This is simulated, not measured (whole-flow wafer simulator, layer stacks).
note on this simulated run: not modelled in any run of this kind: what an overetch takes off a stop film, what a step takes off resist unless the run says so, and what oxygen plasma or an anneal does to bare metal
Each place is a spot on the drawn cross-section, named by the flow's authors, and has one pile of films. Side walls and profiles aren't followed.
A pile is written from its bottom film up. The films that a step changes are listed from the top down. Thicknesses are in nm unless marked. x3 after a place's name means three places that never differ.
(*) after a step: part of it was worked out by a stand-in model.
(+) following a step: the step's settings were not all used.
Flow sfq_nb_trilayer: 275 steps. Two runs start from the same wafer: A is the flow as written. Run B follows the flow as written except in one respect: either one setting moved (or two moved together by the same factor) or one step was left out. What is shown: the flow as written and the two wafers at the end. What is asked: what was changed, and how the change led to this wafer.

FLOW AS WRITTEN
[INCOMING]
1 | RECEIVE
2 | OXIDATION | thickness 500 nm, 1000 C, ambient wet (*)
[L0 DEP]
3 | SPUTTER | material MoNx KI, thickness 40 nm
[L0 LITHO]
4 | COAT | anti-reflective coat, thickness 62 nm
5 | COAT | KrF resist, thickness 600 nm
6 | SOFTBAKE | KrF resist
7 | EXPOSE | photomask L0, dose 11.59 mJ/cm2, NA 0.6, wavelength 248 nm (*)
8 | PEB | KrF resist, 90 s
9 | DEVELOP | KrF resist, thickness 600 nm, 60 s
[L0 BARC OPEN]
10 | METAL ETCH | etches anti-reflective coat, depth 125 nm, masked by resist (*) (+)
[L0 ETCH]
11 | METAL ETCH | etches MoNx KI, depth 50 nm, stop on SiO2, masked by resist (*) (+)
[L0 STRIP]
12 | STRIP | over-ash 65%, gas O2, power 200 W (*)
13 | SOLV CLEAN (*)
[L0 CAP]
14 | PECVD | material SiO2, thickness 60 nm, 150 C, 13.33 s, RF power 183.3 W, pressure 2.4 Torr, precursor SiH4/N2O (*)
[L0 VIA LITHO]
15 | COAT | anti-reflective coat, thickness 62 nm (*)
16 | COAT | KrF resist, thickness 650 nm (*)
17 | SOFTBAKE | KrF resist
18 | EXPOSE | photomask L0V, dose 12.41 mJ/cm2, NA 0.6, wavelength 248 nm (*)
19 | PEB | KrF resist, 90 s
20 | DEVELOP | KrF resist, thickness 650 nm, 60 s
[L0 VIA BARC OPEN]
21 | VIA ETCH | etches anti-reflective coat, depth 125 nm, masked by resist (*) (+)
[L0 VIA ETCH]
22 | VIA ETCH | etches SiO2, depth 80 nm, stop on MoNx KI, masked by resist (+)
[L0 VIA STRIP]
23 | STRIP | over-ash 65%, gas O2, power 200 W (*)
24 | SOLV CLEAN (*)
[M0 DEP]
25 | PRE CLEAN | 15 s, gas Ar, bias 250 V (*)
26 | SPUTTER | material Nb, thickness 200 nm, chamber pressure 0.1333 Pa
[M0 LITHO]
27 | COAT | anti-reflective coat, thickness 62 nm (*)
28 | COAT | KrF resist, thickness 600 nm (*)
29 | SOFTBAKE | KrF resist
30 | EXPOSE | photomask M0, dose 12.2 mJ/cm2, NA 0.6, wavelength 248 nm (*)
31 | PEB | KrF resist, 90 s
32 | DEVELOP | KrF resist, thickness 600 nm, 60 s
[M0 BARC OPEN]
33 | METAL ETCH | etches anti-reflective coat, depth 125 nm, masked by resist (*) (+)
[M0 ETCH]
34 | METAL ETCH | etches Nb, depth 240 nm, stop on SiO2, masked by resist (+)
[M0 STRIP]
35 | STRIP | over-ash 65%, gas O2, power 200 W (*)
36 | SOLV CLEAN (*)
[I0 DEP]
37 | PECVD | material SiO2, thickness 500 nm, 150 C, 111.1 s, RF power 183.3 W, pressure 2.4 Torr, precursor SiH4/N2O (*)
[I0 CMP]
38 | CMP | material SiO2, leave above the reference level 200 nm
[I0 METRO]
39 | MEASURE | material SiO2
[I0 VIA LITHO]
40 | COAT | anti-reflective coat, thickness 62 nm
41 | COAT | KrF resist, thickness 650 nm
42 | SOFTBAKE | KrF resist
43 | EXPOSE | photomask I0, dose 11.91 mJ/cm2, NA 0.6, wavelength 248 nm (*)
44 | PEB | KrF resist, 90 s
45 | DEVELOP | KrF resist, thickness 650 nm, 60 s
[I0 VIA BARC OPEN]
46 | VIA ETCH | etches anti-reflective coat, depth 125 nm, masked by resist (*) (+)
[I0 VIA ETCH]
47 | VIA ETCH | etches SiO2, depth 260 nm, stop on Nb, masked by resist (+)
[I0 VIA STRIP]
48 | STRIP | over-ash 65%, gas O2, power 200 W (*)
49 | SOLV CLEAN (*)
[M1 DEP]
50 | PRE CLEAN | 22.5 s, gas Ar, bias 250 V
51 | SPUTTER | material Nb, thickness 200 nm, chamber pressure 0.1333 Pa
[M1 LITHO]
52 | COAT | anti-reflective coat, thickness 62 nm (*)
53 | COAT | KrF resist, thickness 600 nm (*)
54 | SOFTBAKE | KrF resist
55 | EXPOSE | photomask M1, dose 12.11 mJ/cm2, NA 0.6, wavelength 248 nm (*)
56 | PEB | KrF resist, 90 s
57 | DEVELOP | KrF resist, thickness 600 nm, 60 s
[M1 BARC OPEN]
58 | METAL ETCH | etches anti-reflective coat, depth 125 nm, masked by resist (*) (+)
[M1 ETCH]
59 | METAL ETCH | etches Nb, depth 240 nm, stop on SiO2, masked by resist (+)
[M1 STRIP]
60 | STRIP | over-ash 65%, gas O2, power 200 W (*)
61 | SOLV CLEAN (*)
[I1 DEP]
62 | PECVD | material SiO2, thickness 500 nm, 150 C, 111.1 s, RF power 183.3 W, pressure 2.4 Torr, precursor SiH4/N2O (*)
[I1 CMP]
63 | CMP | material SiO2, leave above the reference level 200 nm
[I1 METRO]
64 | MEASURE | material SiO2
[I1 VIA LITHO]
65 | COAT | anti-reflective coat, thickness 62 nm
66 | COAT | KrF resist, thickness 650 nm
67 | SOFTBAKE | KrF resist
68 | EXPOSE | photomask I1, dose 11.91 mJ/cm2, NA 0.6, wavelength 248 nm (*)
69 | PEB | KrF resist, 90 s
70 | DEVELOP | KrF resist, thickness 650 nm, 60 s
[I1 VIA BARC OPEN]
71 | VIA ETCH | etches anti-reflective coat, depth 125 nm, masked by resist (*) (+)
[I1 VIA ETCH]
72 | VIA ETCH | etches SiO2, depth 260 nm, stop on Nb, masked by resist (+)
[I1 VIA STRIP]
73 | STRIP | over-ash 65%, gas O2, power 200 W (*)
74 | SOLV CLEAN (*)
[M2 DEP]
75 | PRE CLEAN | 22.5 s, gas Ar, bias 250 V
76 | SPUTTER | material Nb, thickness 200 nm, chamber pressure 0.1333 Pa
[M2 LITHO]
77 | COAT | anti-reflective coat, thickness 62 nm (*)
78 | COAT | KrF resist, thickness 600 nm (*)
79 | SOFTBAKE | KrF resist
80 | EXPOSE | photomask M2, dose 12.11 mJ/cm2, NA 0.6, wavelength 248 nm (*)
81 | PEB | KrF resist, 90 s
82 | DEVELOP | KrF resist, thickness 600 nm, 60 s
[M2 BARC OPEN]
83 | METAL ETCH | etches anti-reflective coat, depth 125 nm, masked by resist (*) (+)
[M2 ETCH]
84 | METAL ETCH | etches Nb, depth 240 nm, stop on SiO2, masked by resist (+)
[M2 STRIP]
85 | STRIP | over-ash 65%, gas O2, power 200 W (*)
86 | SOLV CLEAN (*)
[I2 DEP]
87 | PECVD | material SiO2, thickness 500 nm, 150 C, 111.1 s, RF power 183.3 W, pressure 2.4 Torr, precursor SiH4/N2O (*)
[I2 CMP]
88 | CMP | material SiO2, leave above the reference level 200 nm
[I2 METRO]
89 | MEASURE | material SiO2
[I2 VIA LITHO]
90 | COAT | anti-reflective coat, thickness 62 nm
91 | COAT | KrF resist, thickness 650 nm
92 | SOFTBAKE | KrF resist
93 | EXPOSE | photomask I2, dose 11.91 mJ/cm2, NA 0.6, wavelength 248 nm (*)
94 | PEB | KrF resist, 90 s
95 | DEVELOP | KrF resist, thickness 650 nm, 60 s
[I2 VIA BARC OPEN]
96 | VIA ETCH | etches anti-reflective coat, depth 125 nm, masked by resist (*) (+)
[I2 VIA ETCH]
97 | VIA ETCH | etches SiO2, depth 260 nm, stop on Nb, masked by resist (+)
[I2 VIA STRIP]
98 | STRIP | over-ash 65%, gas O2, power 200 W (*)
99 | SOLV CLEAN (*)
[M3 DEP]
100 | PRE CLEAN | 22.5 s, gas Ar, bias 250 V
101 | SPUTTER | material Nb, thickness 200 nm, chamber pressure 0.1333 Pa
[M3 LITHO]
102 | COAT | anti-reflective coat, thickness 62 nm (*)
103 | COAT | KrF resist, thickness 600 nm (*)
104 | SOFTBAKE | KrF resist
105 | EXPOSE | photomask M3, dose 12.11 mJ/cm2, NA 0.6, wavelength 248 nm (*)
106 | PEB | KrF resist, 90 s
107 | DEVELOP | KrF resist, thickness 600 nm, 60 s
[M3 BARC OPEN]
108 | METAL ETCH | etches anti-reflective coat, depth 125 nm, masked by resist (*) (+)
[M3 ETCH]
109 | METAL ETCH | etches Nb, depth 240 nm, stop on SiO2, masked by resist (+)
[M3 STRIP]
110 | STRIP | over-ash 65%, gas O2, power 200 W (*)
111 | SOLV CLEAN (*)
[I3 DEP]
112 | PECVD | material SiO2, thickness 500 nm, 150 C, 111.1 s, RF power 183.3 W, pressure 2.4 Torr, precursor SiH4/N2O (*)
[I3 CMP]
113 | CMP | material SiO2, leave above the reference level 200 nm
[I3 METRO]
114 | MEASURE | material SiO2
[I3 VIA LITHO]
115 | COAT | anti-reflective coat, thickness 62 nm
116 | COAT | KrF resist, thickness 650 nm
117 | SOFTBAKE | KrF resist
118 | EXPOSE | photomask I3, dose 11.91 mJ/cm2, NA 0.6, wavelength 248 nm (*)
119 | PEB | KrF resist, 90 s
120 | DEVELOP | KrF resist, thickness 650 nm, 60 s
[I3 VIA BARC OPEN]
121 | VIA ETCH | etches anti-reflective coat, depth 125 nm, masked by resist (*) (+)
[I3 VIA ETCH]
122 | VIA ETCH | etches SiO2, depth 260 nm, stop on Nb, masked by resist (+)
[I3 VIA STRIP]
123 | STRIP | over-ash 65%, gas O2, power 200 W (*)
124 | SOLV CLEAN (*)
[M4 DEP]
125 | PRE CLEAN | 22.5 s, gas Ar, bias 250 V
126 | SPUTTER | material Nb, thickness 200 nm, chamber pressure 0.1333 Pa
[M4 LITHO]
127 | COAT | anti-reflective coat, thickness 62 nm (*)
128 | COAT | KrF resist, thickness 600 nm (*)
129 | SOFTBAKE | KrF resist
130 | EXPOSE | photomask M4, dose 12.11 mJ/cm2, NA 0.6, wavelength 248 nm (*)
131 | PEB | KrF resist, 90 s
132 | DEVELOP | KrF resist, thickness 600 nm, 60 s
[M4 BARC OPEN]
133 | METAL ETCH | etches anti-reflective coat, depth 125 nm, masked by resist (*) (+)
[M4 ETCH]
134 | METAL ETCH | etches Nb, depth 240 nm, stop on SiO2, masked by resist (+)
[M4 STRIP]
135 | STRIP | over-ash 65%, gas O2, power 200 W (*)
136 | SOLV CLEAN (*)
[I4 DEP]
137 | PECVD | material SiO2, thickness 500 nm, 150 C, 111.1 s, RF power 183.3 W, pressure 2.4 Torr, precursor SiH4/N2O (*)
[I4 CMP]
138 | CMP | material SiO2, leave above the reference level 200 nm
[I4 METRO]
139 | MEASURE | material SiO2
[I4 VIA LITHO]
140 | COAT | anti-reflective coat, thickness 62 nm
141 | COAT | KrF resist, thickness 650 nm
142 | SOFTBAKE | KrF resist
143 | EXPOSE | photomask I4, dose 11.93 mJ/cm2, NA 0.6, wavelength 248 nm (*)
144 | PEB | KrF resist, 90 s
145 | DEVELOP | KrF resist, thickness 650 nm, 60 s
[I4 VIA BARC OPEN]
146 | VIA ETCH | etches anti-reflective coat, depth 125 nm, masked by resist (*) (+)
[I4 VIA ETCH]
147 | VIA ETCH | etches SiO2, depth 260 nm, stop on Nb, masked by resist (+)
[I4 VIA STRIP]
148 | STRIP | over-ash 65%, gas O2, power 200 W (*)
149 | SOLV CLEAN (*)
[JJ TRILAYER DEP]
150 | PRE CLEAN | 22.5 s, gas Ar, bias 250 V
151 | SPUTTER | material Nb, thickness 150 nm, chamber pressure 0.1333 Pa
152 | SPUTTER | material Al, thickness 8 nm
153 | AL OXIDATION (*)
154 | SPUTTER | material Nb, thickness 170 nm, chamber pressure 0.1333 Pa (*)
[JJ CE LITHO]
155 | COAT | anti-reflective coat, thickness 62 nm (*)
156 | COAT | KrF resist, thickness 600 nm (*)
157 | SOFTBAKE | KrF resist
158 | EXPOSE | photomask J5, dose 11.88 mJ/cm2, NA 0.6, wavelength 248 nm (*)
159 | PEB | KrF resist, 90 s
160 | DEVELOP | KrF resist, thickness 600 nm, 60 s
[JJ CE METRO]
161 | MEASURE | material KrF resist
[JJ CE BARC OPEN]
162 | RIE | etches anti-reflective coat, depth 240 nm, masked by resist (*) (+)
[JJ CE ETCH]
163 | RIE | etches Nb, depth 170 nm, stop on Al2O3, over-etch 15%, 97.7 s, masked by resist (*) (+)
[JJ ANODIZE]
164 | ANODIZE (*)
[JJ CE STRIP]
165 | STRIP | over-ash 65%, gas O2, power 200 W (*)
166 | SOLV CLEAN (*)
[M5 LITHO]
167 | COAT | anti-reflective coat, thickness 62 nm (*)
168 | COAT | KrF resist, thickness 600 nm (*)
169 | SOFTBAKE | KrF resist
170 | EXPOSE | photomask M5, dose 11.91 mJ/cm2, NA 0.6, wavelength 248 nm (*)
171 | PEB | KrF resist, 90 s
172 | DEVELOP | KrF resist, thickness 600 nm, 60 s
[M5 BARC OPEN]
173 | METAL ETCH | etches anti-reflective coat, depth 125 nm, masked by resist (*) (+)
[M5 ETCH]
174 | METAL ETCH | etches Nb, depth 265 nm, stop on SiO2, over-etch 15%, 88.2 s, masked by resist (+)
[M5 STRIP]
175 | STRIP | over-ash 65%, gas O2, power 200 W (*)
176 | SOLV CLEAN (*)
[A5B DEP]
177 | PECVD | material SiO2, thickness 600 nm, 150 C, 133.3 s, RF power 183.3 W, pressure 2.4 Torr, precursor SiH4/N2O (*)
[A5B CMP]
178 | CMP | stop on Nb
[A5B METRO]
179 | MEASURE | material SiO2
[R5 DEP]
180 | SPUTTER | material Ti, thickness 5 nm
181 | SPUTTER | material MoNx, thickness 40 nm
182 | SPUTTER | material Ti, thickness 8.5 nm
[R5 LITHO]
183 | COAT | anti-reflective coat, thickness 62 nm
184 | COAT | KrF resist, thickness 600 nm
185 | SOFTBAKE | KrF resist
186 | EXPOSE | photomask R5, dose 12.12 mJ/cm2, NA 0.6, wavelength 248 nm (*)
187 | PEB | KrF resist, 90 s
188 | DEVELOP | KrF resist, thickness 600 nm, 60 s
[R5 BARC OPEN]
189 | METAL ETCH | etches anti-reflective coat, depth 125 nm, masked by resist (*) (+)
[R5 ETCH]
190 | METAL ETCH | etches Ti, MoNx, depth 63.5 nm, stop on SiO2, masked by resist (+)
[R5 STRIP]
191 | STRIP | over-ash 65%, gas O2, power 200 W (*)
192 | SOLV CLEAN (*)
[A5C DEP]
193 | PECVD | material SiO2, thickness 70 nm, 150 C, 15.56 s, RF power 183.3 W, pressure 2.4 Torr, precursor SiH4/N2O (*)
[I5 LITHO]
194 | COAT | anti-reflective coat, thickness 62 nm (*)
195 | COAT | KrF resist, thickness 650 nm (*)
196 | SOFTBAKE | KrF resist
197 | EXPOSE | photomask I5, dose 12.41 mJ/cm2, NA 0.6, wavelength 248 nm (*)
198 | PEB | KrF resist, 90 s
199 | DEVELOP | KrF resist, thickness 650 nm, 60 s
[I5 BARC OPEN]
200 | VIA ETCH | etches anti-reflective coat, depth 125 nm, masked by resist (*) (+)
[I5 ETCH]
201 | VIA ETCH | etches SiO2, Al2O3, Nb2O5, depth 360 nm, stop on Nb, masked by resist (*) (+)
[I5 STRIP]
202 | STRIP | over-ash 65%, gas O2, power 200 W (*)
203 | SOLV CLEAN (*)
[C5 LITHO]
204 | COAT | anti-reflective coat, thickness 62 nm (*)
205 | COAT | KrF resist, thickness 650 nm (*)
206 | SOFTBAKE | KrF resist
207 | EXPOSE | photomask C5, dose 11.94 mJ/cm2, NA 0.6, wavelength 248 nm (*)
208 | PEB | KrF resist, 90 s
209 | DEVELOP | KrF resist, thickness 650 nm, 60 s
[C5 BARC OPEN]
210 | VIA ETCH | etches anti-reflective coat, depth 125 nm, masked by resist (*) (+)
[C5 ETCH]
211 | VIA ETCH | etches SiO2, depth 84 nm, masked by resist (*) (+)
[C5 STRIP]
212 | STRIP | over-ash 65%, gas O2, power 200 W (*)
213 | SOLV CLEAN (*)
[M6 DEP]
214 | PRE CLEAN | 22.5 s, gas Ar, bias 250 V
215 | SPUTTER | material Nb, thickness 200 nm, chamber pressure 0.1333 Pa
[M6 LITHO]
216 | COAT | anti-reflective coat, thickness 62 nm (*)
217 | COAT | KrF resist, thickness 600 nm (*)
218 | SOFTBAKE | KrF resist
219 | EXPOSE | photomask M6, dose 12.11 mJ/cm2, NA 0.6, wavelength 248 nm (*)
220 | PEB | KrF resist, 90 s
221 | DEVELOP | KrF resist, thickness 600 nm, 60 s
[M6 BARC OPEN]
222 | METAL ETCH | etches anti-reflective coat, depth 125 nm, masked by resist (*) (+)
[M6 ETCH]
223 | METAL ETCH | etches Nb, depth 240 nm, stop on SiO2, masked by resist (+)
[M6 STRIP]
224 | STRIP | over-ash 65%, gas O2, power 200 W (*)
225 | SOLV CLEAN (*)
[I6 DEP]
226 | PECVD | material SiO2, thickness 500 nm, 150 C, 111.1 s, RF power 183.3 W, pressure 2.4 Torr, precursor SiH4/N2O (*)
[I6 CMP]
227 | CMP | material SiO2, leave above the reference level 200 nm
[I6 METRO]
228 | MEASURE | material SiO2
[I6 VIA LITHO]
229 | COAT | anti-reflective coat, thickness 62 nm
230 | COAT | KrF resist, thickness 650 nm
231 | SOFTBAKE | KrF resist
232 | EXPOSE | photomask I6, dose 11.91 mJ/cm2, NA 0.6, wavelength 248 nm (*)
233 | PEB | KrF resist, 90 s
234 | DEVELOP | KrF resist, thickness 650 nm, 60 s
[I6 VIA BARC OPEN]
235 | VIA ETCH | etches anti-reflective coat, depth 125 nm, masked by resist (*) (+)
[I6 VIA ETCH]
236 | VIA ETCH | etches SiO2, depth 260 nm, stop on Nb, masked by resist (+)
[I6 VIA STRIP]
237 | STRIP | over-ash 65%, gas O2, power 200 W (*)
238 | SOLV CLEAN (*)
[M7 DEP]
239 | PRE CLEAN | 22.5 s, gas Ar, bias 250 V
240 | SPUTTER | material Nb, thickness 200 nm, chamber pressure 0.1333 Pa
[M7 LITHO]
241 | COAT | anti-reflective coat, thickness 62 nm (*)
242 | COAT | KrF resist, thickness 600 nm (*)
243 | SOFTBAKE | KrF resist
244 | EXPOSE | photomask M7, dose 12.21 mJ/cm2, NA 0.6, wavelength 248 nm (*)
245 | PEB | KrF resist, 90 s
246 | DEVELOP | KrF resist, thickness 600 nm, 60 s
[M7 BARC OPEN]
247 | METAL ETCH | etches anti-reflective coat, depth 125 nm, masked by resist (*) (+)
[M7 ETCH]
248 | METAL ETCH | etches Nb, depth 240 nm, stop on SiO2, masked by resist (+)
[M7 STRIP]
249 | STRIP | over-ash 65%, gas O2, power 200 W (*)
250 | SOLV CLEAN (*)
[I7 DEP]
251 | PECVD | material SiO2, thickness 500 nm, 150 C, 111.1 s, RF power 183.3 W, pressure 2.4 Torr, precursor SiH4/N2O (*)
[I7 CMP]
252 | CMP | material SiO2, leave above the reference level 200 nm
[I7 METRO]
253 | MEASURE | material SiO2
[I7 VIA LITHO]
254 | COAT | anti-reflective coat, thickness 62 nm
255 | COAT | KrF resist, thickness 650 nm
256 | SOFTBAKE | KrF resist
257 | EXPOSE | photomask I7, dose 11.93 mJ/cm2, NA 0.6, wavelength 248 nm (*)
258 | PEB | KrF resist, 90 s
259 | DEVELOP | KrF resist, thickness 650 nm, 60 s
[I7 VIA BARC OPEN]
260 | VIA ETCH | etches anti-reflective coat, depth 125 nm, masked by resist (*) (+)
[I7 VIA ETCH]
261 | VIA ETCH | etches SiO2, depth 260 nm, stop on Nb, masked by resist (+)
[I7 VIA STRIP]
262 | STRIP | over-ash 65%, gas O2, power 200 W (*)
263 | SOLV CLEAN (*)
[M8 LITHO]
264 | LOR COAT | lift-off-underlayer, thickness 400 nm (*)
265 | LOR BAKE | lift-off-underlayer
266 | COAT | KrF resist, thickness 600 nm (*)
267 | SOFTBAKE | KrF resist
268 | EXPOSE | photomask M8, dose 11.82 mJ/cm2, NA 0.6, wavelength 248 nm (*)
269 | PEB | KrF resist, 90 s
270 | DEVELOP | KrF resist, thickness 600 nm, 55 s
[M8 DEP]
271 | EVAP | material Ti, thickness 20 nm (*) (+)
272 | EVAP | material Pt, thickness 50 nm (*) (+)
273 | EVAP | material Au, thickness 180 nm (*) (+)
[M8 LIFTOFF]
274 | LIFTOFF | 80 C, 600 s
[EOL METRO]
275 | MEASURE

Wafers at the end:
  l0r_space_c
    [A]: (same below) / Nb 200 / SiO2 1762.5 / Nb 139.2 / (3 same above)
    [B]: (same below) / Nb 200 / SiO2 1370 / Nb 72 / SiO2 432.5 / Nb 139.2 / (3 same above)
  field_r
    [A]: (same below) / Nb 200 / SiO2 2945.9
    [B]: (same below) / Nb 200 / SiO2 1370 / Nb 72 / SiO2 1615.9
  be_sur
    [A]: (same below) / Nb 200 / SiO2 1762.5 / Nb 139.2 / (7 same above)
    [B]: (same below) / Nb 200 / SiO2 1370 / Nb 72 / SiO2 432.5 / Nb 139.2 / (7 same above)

What caused this: step 126, SPUTTER: thickness 312 nm was run, while the flow as written has thickness 200 nm.

How this came from the change, step by step:
  126 | SPUTTER | material Nb, thickness 200 nm, chamber pressure 0.1333 Pa
      field_l, v_sur, via_wl and 102 more: A Nb gains 200 (new film) | B Nb gains 312 (new film)
      via_v: A Nb gains 165.5 | B Nb gains 260
  127 | COAT | anti-reflective coat, thickness 62 nm (*)
      via_v: A anti-reflective coat gains 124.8 (new film) | B anti-reflective coat gains 127.7 (new film)
  134 | METAL ETCH | etches Nb, depth 240 nm, stop on SiO2, masked by resist (+)
      field_l, be, be_sur and 64 more: A Nb loses 200 (all of it) | B Nb loses 240
  135 | STRIP | over-ash 65%, gas O2, power 200 W (*)
      via_v: A KrF resist loses 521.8 (all of it), anti-reflective coat loses 124.8 (all of it) | B KrF resist loses 534 (all of it), anti-reflective coat loses 127.7 (all of it)
  137 | PECVD | material SiO2, thickness 500 nm, 150 C, 111.1 s, RF power 183.3 W, pressure 2.4 Torr, precursor SiH4/N2O (*)
      field_l, be, be_sur and 55 more: A SiO2 gains 500 | B SiO2 gains 500 (new film)
      p3_s0, p3_s1, p3_s2, p3_s3, p3_s4, p3_s5: A SiO2 gains 557.1 | B SiO2 gains 597.1 (new film)
      (as well as at 3 more places)
  138 | CMP | material SiO2, leave above the reference level 200 nm
      field_l, be, be_sur and 55 more: A SiO2 loses 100 | B SiO2 loses 60
      lsp_r, l0_sur, l0v: A SiO2 loses 91.9 | B SiO2 loses 50.3
      (as well as at 1 more place)
With metal films that touch counted as one body, l0r_space_c has 3 bodies (between them, from the top down: SiO2 432.5; SiO2 1370); the flow as written gives 2 bodies (between them, from the top down: SiO2 1762.5).
With metal films that touch counted as one body, field_r has 2 bodies (between them, from the top down: SiO2 1370); the flow as written gives 1 body.
With metal films that touch counted as one body, be_sur has 5 bodies (between them, from the top down: SiO2 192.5; SiO2 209 / Al2O3 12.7 / Nb2O5 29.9; SiO2 432.5; SiO2 1370); the flow as written gives 4 bodies (between them, from the top down: SiO2 192.5; SiO2 209 / Al2O3 12.7 / Nb2O5 29.9; SiO2 1762.5).
